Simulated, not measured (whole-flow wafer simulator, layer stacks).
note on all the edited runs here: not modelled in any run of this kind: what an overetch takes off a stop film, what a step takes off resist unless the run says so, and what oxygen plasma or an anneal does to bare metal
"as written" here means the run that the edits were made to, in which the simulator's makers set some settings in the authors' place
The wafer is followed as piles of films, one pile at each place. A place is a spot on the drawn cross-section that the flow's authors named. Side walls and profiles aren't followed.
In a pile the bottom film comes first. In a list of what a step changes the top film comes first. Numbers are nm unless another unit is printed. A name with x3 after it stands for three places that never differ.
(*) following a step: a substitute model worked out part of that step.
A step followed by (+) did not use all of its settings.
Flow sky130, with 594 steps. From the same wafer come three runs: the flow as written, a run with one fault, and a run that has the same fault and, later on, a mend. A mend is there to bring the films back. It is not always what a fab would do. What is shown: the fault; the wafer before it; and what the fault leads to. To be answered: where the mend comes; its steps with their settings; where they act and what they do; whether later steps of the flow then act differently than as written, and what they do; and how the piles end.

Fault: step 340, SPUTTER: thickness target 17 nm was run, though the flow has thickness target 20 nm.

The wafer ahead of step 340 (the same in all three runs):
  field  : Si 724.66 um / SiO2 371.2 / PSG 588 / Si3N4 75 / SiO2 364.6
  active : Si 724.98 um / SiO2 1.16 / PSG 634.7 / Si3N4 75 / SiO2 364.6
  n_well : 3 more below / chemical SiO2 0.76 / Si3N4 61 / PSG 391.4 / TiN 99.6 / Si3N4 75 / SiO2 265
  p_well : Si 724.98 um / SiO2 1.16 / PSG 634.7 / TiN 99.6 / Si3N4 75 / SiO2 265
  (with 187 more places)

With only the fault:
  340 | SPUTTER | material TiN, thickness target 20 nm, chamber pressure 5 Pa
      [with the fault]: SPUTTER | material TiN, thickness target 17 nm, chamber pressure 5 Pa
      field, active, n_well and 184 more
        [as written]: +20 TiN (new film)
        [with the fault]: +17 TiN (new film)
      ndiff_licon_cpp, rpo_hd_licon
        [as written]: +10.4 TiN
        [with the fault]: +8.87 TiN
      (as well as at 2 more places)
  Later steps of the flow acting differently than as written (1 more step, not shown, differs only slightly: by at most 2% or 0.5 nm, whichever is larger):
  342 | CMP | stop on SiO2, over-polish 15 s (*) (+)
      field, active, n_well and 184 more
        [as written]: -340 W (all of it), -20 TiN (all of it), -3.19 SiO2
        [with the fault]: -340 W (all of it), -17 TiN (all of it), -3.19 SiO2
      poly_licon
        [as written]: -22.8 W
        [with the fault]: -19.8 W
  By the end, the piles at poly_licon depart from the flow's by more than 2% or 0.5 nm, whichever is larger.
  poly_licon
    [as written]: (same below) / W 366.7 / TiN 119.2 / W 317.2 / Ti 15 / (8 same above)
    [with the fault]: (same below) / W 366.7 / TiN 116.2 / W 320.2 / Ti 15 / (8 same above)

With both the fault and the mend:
  After step 340 comes the mend.
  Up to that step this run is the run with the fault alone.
  340a | SPUTTER | material TiN, thickness target 3 nm, chamber pressure 5 Pa (the flow's step 340, run once more with other settings)
      field, active, n_well and 185 more
        +3 TiN
      ndiff_licon, ndiff_licon_cpp, rpo_hd_licon
        +1.53 TiN
  Later steps of the flow that are run all act as written at every place that is followed, up to a difference of at most 2% or 0.5 nm, whichever is larger.
  The piles end only slightly different from the flow's at the places that both follow, by no more than 2% or 0.5 nm, whichever is larger.
